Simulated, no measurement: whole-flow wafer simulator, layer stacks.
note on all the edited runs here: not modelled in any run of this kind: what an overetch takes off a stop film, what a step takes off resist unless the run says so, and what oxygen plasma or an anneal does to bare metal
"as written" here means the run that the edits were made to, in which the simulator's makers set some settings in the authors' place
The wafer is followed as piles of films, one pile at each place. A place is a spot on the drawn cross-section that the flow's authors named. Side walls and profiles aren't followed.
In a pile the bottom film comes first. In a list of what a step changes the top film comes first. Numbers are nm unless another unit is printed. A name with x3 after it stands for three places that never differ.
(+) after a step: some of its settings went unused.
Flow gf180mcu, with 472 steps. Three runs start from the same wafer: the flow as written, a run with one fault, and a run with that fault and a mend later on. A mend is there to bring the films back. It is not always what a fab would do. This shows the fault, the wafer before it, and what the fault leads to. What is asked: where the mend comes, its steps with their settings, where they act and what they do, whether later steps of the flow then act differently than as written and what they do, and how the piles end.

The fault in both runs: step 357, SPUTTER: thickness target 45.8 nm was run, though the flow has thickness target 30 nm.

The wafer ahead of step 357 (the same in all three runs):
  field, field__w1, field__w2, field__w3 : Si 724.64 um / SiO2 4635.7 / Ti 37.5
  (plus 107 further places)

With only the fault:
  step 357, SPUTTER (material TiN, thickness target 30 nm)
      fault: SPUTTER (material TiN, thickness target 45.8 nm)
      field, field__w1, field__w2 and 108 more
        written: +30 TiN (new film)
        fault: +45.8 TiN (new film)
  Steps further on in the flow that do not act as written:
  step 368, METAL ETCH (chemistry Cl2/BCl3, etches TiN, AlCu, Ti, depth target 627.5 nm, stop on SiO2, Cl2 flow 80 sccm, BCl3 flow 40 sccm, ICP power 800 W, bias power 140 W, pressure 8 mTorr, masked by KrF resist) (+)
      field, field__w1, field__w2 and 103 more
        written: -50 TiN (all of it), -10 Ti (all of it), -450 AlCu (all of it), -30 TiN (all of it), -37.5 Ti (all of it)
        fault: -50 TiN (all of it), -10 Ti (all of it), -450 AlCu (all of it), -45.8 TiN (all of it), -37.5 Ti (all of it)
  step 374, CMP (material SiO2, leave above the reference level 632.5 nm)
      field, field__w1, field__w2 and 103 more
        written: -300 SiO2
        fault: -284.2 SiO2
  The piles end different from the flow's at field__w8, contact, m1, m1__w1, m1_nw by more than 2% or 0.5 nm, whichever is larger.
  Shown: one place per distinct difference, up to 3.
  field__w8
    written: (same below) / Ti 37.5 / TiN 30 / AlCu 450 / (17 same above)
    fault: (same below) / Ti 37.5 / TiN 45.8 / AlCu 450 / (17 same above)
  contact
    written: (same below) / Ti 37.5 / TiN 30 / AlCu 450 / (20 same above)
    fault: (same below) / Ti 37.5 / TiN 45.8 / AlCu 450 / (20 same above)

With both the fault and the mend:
  After step 357 comes the mend.
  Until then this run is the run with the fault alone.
  step 357a, METAL ETCH (chemistry Cl2/BCl3, etches TiN, AlCu, Ti, depth target 15.8 nm, Cl2 flow 80 sccm, BCl3 flow 40 sccm, ICP power 800 W, bias power 140 W, pressure 8 mTorr) (the flow's step 260 again, with other settings)
      field, field__w1, field__w2 and 108 more
        -15.8 TiN
  Every later step of the flow that is run acts as written at every place that is followed.
  The piles end the same as the flow's at every place that both follow.
